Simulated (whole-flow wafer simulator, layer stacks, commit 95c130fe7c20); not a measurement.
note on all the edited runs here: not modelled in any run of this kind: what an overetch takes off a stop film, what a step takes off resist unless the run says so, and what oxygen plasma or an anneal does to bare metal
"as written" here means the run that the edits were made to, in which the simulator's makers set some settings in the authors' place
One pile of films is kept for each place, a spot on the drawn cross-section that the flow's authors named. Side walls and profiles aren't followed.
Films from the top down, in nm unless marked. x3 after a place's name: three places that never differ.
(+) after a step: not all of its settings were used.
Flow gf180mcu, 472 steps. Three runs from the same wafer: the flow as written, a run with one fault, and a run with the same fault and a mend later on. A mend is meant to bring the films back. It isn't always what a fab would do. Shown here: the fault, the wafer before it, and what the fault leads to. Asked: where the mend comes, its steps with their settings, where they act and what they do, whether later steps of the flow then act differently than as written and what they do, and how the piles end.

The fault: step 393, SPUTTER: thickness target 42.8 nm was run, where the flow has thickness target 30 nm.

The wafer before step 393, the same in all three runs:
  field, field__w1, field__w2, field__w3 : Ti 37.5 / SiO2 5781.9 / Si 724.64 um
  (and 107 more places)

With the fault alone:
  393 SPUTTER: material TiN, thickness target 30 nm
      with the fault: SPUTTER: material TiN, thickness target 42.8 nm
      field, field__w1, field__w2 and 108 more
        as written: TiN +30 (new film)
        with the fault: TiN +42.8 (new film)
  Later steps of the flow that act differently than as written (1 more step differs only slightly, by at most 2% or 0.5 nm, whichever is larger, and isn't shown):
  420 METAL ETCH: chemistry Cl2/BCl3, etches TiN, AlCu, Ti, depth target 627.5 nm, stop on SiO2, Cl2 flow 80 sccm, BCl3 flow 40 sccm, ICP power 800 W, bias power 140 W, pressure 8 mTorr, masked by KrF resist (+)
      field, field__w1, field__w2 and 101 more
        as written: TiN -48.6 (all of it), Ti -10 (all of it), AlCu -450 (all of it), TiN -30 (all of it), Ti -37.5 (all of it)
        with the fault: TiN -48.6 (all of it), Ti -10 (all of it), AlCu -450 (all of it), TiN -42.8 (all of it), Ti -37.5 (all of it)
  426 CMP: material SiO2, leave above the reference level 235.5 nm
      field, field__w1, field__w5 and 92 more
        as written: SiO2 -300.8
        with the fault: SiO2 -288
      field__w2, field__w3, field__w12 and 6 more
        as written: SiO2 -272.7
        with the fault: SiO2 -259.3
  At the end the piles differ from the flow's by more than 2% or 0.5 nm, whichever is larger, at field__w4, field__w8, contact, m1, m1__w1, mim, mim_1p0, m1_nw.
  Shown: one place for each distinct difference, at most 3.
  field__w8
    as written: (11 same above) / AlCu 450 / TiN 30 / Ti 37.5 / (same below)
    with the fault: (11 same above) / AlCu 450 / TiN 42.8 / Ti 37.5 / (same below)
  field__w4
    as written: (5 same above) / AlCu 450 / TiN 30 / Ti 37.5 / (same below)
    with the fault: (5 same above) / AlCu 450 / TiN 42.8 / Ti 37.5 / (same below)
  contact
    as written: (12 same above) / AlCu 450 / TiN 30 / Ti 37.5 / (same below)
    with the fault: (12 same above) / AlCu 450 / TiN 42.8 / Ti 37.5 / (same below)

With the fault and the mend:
  The mend comes after step 393.
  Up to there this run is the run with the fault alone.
  393a METAL ETCH: chemistry Cl2/BCl3, etches TiN, AlCu, Ti, depth target 12.8 nm, Cl2 flow 80 sccm, BCl3 flow 40 sccm, ICP power 800 W, bias power 140 W, pressure 8 mTorr (the flow's step 260 once more, with other settings)
      field, field__w1, field__w2 and 108 more
        TiN -12.8
  No later step of the flow acts differently than as written at any place that is followed.
  At the end the piles are the same as the flow's at every place that both follow.
